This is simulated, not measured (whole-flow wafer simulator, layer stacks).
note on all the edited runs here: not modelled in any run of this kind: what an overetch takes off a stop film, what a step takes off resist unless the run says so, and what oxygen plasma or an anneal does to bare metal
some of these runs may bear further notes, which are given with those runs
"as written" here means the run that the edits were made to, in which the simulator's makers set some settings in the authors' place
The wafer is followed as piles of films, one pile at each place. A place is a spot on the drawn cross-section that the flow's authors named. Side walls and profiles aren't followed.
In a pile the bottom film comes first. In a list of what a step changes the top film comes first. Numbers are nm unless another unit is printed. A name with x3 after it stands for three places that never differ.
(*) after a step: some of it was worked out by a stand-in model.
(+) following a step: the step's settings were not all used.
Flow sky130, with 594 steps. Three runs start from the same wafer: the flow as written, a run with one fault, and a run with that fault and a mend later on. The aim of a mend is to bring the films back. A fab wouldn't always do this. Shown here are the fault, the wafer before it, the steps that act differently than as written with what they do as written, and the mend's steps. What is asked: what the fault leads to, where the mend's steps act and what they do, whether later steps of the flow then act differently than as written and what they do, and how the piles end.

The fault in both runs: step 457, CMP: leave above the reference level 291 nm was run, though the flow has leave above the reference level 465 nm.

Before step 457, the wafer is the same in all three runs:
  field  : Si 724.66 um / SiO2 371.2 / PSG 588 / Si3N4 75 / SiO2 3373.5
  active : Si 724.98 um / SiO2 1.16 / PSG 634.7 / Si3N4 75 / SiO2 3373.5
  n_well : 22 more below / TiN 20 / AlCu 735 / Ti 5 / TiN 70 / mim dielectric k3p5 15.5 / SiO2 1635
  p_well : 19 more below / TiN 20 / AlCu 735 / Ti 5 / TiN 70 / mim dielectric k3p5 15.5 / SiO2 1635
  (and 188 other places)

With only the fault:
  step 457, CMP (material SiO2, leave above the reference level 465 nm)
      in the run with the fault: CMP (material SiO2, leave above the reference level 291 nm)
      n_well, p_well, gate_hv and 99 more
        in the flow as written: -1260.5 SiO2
        in the run with the fault: -1434.5 SiO2
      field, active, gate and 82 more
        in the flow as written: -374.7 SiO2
        in the run with the fault: -548.7 SiO2
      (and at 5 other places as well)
  Steps later in the flow that act otherwise than as written (not shown: 8 more steps that differ only slightly, by at most 2% or 0.5 nm, whichever is larger):
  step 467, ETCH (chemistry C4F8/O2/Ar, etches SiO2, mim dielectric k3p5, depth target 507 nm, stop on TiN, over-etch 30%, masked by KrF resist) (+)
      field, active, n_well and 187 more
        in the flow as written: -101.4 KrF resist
        in the run with the fault: -56.2 KrF resist
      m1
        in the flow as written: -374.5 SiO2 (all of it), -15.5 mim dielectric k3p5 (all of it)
        in the run with the fault: -200.5 SiO2 (all of it), -15.5 mim dielectric k3p5 (all of it)
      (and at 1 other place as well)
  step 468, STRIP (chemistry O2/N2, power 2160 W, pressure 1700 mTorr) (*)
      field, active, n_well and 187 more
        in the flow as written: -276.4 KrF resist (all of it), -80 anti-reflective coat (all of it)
        in the run with the fault: -321.7 KrF resist (all of it), -80 anti-reflective coat (all of it)
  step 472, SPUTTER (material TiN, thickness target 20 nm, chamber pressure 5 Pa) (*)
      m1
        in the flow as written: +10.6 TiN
        in the run with the fault: +13.3 TiN
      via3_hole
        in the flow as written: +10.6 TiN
        in the run with the fault: +13.2 TiN
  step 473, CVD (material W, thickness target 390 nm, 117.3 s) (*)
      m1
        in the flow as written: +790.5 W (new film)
        in the run with the fault: +613.8 W (new film)
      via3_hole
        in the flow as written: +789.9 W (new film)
        in the run with the fault: +613.2 W (new film)
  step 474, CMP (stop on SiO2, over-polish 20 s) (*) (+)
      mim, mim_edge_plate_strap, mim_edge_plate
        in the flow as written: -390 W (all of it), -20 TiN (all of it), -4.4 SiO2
        in the run with the fault: -390 W (all of it), -20 TiN (all of it), -1.34 SiO2 (all of it), -3.68 TiN
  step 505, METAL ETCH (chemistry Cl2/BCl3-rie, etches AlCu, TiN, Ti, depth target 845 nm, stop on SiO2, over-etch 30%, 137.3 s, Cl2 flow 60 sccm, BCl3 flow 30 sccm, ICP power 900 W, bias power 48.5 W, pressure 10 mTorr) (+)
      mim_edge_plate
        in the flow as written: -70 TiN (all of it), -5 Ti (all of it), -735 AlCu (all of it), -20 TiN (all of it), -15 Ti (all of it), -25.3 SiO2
        in the run with the fault: -70 TiN (all of it), -5 Ti (all of it), -735 AlCu (all of it), -20 TiN (all of it), -15 Ti (all of it), -195.5 TiN (all of it), -8.29 mim dielectric k3p5
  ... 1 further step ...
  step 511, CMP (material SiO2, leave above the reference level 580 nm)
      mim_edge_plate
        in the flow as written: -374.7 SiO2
        in the run with the fault: -195.6 SiO2
  By the end, the piles at field, active, n_well and 190 more depart from the flow's by more than 2% or 0.5 nm, whichever is larger.
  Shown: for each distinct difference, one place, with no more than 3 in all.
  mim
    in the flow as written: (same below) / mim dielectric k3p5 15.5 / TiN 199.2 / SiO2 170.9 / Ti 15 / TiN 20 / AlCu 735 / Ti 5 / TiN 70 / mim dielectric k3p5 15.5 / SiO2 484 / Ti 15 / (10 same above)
    in the run with the fault: (same below) / mim dielectric k3p5 15.5 / TiN 195.5 / Ti 15 / TiN 20 / AlCu 735 / Ti 5 / TiN 70 / mim dielectric k3p5 15.5 / SiO2 484.6 / Ti 15 / (10 same above)
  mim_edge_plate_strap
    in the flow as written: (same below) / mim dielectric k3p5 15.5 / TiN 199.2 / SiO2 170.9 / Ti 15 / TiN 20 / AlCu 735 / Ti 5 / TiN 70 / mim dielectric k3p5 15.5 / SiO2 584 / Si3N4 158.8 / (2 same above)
    in the run with the fault: (same below) / mim dielectric k3p5 15.5 / TiN 195.5 / Ti 15 / TiN 20 / AlCu 735 / Ti 5 / TiN 70 / mim dielectric k3p5 15.5 / SiO2 584.6 / Si3N4 158.8 / (2 same above)
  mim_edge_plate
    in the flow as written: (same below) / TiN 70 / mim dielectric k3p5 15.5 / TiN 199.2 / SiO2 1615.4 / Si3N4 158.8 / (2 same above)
    in the run with the fault: (same below) / TiN 70 / mim dielectric k3p5 7.21 / SiO2 1648.9 / Si3N4 158.8 / (2 same above)

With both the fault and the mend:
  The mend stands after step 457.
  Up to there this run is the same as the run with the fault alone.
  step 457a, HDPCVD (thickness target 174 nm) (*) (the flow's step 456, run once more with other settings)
      field, active, n_well and 189 more
        +174 SiO2
  Every later step of the flow that is run acts as written, at every place that is followed, to within 2% or 0.5 nm, whichever is larger.
  By the end, the piles equal the flow's at every place that both follow.
